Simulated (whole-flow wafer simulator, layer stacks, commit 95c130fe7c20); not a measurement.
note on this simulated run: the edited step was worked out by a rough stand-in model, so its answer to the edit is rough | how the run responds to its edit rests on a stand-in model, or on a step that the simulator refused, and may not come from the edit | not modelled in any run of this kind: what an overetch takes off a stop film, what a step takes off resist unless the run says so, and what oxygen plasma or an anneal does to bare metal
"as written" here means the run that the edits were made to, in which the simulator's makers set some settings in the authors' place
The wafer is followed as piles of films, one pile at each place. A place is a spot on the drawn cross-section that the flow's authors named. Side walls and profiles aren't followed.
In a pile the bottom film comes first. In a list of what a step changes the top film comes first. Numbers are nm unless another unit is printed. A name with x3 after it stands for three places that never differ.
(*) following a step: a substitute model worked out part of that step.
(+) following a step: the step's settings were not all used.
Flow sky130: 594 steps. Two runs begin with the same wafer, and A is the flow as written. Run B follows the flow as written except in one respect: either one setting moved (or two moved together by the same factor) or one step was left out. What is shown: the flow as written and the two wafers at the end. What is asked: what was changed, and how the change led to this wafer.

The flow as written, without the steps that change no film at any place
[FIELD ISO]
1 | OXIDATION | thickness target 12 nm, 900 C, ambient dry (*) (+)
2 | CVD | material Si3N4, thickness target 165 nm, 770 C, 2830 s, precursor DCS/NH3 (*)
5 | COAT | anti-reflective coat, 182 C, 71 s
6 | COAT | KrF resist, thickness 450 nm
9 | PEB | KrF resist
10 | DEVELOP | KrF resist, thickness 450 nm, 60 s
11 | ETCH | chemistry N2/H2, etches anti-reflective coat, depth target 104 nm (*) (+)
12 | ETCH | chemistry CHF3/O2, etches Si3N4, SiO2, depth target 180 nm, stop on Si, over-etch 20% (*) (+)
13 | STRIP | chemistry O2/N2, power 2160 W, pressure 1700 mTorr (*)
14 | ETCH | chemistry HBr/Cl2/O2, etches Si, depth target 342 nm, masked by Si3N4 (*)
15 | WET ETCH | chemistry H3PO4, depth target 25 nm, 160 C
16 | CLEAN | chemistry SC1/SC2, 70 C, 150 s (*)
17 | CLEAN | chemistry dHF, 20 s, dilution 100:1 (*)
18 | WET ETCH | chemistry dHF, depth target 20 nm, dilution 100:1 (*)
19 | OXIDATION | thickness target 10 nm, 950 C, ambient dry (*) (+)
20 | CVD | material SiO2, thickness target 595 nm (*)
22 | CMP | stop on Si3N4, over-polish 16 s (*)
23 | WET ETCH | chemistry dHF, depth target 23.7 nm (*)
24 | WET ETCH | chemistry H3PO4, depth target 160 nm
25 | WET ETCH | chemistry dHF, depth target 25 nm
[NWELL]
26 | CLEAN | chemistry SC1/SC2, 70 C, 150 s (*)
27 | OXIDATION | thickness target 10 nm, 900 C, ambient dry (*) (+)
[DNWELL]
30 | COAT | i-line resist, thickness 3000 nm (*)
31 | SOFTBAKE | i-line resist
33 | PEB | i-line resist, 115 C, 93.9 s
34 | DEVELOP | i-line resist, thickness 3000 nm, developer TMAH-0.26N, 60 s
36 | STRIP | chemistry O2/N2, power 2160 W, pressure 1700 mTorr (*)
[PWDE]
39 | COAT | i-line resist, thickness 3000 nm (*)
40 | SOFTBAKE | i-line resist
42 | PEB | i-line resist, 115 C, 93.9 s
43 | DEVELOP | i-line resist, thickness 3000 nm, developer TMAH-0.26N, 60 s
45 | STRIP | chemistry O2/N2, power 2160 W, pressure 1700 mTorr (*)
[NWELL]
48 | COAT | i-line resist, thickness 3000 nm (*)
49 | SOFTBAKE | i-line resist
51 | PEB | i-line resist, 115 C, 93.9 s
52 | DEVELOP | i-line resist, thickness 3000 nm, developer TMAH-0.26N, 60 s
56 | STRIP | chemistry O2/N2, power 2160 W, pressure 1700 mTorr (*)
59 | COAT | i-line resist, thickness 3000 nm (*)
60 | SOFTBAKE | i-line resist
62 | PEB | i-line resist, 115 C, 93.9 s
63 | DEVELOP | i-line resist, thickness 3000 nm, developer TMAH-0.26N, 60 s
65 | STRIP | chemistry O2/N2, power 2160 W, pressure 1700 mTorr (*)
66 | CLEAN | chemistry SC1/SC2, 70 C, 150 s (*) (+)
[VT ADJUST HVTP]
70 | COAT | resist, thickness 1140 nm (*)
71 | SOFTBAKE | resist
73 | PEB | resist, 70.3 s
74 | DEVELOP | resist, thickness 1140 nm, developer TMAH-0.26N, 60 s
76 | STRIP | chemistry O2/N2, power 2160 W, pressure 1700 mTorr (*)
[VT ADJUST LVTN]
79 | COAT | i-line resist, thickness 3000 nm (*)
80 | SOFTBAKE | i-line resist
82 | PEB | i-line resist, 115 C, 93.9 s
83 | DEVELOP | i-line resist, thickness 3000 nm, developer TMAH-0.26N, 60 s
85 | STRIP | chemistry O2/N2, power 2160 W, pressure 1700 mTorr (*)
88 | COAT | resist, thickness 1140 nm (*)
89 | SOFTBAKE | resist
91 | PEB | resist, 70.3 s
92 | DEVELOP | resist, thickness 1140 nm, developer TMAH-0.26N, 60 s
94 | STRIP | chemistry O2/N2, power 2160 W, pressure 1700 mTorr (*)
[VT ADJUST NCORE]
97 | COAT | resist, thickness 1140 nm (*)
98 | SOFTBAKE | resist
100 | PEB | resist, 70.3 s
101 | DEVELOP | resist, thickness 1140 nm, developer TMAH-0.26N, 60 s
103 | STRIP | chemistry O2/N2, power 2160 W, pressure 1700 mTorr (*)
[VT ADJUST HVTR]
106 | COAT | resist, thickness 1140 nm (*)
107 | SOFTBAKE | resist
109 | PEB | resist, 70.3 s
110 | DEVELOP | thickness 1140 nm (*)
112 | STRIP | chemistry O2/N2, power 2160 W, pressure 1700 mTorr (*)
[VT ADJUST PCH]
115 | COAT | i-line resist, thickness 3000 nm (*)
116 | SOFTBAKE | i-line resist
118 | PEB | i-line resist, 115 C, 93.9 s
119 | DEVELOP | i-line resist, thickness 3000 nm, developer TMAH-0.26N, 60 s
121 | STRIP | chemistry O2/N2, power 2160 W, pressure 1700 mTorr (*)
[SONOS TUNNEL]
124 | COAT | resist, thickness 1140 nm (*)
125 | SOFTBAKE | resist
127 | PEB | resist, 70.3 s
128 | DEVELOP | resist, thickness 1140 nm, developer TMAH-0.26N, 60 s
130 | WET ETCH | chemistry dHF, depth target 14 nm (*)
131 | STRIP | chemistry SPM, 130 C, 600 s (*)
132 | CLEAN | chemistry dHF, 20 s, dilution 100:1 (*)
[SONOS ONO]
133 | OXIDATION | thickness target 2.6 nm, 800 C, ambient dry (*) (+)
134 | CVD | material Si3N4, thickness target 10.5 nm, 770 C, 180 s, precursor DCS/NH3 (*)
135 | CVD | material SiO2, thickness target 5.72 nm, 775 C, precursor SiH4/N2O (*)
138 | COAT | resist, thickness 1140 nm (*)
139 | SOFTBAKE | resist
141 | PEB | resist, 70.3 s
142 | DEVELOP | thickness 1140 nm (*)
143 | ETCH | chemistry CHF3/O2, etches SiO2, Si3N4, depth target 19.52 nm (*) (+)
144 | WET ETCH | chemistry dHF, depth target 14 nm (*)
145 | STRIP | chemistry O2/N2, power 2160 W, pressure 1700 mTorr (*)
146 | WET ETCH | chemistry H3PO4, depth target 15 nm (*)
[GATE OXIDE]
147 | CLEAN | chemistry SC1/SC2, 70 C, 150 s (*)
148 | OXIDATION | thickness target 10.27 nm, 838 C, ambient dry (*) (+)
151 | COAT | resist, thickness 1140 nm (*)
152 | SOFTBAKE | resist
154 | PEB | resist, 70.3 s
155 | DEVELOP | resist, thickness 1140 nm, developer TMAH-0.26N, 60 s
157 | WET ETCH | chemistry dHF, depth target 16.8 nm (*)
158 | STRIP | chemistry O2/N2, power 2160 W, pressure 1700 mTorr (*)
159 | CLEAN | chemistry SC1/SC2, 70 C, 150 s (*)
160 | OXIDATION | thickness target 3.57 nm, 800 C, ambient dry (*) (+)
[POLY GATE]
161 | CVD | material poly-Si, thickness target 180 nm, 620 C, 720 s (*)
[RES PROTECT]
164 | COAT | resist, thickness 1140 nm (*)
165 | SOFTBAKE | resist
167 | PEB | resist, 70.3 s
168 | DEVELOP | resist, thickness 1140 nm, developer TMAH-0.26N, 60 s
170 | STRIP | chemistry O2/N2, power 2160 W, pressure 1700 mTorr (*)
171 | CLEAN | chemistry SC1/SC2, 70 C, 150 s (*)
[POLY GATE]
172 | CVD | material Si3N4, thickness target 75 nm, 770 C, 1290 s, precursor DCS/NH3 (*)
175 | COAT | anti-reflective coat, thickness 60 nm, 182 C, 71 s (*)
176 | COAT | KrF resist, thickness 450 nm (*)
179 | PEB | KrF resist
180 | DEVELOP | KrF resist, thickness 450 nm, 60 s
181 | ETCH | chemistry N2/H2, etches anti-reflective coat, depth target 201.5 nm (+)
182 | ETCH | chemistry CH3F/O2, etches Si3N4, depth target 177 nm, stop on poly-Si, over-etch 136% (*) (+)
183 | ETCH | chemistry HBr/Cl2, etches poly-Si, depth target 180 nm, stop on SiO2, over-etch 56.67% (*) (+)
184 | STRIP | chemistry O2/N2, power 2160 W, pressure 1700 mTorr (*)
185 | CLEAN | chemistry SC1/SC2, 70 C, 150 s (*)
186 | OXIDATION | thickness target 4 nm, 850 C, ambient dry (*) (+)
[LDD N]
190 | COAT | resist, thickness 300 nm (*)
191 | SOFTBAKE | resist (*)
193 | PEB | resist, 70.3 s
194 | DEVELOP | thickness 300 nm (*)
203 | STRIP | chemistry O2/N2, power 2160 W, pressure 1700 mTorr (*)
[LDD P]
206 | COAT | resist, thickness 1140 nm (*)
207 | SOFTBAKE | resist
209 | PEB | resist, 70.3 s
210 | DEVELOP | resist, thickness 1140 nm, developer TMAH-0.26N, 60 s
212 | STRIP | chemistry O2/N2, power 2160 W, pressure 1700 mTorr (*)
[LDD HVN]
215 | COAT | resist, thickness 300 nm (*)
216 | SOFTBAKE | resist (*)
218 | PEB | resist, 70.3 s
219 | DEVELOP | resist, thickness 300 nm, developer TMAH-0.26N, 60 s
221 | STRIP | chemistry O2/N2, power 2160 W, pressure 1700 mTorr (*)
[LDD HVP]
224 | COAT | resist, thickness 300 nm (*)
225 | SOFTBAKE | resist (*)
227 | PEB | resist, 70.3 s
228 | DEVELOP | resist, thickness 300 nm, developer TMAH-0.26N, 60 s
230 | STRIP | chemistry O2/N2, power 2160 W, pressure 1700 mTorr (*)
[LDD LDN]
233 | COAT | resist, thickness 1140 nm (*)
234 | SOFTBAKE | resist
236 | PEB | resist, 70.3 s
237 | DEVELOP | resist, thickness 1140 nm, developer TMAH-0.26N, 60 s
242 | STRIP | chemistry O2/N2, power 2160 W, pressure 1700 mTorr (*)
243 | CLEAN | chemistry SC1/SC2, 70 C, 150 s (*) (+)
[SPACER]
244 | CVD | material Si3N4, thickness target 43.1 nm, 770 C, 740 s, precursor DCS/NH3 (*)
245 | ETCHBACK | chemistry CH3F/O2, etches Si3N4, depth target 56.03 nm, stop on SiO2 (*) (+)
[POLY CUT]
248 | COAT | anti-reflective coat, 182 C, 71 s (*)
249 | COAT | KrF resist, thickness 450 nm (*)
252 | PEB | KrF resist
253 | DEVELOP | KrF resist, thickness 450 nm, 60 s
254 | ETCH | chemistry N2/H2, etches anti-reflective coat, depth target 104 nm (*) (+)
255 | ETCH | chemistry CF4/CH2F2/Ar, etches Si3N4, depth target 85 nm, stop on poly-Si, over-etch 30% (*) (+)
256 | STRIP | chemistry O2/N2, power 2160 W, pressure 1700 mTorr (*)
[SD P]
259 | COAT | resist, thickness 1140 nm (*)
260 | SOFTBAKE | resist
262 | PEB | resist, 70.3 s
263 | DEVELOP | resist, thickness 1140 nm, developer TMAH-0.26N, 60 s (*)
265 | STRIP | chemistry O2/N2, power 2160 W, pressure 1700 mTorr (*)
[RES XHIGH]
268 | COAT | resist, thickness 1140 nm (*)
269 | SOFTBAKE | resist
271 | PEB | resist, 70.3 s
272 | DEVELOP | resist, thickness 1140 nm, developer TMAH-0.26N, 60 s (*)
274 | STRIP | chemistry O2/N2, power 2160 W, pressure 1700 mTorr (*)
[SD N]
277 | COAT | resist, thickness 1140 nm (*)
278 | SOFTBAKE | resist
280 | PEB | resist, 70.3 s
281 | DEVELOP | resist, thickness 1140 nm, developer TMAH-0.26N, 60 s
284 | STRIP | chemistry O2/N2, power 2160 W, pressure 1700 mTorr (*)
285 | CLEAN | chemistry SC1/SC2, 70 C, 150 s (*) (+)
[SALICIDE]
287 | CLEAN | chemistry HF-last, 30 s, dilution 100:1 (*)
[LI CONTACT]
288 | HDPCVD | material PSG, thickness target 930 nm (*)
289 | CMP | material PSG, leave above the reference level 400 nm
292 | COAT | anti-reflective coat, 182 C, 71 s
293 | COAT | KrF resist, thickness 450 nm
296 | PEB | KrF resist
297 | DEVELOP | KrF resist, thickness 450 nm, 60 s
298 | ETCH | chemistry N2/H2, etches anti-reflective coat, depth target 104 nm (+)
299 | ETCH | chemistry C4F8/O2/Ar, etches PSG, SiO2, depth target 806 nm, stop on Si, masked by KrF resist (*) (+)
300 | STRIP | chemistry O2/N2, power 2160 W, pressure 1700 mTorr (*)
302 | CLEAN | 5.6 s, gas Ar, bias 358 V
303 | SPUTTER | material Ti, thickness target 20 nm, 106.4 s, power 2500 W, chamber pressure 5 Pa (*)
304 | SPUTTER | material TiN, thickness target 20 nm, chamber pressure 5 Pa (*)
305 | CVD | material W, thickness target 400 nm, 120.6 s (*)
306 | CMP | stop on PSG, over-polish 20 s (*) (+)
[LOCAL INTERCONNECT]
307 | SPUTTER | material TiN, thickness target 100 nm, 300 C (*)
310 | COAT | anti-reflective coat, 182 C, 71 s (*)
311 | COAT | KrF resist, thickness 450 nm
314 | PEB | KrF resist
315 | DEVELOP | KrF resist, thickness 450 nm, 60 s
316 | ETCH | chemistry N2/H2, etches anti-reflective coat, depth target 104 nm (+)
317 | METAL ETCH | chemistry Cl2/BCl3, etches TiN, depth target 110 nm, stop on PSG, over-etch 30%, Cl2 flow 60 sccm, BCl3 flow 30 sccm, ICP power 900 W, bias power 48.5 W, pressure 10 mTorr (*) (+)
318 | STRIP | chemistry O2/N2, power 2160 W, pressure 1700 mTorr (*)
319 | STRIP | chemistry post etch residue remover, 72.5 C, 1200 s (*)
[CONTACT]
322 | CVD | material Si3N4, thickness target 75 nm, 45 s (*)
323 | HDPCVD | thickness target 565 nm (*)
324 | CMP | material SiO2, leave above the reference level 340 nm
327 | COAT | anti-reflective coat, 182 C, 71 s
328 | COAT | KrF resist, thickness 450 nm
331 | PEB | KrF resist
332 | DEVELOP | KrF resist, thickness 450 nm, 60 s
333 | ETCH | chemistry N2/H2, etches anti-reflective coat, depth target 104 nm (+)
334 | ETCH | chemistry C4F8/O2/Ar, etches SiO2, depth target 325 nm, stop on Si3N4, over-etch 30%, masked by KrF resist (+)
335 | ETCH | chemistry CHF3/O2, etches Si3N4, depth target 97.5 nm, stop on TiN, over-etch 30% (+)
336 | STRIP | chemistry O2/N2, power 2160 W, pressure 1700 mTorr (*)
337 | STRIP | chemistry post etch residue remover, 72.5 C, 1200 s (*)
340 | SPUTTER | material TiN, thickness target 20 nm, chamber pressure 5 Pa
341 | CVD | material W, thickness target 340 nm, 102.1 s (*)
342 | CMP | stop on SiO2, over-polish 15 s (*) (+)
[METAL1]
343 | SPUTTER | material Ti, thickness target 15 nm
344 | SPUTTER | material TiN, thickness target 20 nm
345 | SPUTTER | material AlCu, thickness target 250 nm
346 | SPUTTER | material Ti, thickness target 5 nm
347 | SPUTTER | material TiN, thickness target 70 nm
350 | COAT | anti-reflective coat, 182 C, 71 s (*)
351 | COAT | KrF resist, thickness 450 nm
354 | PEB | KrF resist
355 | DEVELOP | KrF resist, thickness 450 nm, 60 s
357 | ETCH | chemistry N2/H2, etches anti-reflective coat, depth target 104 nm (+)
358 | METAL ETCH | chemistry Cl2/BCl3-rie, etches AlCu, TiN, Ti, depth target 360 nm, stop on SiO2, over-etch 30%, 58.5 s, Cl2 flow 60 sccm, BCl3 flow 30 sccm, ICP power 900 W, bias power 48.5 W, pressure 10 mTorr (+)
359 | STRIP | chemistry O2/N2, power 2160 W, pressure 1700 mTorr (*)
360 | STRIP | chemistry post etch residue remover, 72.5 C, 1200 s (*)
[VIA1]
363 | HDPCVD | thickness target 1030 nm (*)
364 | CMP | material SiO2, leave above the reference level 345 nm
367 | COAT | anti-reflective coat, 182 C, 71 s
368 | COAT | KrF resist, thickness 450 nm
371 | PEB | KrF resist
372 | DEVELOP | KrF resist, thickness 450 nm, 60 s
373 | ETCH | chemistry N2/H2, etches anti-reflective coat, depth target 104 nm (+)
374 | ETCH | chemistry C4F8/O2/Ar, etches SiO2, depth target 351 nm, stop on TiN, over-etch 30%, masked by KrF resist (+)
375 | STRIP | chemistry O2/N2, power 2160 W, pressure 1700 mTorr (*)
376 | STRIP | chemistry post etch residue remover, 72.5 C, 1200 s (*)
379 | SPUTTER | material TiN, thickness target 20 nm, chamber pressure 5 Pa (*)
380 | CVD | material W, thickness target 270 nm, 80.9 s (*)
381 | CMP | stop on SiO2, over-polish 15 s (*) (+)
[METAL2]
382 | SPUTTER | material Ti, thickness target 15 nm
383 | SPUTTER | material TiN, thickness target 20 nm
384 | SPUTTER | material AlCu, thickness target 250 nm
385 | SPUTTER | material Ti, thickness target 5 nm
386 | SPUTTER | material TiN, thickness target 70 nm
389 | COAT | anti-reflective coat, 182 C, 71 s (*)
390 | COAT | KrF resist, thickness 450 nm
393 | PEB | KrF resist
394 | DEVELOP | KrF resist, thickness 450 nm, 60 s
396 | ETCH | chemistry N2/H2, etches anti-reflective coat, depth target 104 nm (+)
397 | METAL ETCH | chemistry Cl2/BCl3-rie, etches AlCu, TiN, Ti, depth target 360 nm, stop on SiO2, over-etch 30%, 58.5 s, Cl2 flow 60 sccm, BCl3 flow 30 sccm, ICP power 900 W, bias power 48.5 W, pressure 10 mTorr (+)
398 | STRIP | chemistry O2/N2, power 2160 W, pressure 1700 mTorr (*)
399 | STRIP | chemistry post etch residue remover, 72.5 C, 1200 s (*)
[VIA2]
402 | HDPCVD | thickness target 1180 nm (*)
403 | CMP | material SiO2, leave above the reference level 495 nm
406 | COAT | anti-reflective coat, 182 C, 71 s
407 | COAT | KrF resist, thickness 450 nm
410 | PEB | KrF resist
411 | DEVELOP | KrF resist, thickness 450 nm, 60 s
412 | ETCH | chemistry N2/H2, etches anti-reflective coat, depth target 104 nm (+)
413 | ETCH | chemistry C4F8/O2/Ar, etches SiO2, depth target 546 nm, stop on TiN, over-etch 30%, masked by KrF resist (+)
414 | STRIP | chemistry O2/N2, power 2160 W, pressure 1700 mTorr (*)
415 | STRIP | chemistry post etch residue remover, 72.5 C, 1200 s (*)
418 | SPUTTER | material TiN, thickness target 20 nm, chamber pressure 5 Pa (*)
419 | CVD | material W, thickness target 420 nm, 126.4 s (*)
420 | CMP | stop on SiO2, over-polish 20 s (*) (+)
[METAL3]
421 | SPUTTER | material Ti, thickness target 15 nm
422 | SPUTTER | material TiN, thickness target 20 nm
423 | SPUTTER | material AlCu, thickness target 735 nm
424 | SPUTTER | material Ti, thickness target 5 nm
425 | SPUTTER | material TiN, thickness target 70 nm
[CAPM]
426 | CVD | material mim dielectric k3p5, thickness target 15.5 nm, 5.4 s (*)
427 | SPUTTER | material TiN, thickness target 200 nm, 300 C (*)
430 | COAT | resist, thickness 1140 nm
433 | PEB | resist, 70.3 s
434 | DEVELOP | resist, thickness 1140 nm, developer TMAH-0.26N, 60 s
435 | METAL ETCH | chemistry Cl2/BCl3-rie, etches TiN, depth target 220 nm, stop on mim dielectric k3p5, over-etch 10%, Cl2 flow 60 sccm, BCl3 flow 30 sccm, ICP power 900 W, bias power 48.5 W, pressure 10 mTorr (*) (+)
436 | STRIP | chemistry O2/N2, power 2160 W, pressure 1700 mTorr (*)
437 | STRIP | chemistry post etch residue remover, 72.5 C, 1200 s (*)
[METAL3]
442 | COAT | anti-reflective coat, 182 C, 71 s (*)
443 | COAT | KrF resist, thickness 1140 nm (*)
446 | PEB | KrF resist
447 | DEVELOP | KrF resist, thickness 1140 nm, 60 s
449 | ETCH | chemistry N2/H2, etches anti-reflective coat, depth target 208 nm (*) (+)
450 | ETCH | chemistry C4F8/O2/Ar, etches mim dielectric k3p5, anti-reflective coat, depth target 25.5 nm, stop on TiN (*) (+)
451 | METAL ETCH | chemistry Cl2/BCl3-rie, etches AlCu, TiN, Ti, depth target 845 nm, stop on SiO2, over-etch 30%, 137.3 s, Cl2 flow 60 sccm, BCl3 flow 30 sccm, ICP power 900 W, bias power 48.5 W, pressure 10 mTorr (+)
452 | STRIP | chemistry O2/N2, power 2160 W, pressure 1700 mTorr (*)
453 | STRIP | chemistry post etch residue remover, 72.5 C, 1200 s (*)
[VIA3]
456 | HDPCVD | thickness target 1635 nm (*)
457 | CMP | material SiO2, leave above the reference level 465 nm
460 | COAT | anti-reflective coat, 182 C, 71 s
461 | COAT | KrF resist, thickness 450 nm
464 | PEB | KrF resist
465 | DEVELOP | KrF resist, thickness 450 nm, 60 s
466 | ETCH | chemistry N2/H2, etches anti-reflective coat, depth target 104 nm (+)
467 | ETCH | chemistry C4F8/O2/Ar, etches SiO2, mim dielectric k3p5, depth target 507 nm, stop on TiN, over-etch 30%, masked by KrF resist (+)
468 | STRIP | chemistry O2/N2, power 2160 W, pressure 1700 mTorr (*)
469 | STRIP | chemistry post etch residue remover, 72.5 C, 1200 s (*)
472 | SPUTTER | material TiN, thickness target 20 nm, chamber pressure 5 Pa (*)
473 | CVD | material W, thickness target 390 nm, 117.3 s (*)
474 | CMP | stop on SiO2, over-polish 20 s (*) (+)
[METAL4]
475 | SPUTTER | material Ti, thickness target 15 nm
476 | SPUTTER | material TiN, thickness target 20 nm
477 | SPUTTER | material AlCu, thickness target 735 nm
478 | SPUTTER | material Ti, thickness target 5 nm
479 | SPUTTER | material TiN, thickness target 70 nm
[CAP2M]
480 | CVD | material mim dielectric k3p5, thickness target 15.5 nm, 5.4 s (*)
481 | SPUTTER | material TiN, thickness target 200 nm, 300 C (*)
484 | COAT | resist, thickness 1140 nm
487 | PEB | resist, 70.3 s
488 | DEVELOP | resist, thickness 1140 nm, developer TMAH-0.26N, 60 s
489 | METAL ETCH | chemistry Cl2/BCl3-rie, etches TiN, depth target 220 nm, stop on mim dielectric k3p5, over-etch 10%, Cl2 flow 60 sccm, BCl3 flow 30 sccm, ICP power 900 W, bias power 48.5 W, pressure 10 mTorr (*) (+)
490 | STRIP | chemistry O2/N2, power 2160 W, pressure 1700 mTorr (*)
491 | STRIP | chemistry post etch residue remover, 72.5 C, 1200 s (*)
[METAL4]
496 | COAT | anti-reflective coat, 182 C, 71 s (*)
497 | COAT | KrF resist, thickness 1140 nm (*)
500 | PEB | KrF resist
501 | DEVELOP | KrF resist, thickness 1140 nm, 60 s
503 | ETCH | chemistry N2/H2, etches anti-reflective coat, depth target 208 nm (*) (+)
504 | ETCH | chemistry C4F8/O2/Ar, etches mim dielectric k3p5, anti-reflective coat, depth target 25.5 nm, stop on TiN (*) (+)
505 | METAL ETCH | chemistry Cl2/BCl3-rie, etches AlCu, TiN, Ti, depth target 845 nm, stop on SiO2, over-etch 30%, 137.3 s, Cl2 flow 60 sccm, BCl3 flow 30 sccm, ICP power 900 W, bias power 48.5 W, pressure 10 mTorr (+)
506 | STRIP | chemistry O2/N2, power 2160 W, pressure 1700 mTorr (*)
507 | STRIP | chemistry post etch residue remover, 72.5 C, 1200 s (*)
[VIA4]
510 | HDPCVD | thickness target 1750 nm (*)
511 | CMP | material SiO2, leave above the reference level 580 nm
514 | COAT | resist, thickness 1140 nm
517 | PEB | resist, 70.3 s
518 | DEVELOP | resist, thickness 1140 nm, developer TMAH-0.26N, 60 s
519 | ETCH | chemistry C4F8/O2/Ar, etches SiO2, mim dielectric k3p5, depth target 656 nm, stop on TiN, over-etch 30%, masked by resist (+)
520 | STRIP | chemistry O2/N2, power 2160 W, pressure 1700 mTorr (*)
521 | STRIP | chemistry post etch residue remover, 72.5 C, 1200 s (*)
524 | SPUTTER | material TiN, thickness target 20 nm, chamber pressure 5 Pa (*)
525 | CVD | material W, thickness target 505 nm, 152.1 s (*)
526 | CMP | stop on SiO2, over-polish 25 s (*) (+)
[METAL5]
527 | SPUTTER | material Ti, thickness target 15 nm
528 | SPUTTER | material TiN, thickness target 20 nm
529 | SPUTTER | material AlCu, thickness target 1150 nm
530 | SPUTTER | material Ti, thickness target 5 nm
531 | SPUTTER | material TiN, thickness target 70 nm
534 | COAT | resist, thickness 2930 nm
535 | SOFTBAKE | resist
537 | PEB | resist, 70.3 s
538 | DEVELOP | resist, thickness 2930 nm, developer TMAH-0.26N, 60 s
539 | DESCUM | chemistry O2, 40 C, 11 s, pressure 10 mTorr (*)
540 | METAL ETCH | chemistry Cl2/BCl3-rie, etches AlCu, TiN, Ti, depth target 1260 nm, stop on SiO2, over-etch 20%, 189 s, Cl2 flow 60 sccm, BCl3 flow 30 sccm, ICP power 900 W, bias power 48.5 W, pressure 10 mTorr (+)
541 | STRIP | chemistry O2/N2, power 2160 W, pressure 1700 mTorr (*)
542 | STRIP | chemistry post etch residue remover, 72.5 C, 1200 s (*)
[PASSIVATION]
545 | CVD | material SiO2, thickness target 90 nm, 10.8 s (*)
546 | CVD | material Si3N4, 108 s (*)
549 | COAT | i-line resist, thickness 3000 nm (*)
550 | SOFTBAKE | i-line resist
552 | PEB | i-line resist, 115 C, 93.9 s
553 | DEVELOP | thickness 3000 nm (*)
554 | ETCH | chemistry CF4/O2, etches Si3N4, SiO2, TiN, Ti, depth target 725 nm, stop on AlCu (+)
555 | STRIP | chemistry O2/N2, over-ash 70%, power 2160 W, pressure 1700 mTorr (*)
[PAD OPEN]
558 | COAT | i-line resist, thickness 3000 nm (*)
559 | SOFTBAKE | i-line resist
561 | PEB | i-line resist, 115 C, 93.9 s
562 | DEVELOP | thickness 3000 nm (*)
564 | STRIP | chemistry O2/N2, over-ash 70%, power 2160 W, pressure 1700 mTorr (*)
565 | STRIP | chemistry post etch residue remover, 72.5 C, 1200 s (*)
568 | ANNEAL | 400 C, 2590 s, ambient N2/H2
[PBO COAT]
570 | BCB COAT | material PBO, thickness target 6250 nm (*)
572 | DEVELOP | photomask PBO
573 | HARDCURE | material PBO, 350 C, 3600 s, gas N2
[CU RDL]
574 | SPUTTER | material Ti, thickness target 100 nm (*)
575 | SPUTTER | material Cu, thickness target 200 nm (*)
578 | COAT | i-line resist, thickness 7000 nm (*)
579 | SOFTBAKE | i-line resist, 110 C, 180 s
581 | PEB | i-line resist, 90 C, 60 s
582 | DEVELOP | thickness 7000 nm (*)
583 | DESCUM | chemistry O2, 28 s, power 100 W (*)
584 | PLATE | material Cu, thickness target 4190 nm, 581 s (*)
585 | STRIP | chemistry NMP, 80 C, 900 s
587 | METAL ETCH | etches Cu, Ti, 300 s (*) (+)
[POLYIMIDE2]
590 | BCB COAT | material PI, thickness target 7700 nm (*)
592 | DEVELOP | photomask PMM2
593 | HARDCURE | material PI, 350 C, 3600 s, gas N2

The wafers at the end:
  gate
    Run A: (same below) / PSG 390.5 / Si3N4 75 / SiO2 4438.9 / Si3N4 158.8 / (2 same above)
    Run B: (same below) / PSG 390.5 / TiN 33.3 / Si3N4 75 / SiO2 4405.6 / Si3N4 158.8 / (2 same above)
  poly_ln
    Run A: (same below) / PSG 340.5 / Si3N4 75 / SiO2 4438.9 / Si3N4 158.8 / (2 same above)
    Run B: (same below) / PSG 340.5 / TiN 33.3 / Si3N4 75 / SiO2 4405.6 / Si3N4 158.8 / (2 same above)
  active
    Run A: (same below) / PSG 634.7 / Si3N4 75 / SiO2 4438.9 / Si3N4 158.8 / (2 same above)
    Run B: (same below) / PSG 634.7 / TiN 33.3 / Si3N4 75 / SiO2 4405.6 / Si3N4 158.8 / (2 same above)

The reason: step 317, METAL ETCH: depth target 64.9 nm was run, while the flow as written has depth target 110 nm.

The path from the change to this, step by step:
  317 | METAL ETCH | chemistry Cl2/BCl3, etches TiN, depth target 110 nm, stop on PSG, over-etch 30%, Cl2 flow 60 sccm, BCl3 flow 30 sccm, ICP power 900 W, bias power 48.5 W, pressure 10 mTorr (*) (+)
      field, active, gate and 88 more: A TiN loses 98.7 (all of it) | B TiN loses 64.9
      n_well, p_well, gate_hv and 97 more: A KrF resist loses 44 | B KrF resist loses 26
  318 | STRIP | chemistry O2/N2, power 2160 W, pressure 1700 mTorr (*)
      n_well, p_well, gate_hv and 93 more: A KrF resist loses 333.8 (all of it), anti-reflective coat loses 80 (all of it) | B KrF resist loses 351.9 (all of it), anti-reflective coat loses 80 (all of it)
      poly_licon, ndiff_licon, ndiff_licon_cpp, rpo_hd_licon: A KrF resist loses 333.9 (all of it), anti-reflective coat loses 80.5 (all of it) | B KrF resist loses 351.9 (all of it), anti-reflective coat loses 80.5 (all of it)
  324 | CMP | material SiO2, leave above the reference level 340 nm
      field, active, gate and 88 more: A SiO2 loses 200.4 | B SiO2 loses 233.8
Taking metal films that touch as one body, gate has 1 body; the flow as written gives 0 bodies.
Taking metal films that touch as one body, poly_ln has 1 body; the flow as written gives 0 bodies.
Taking metal films that touch as one body, active has 1 body; the flow as written gives 0 bodies.
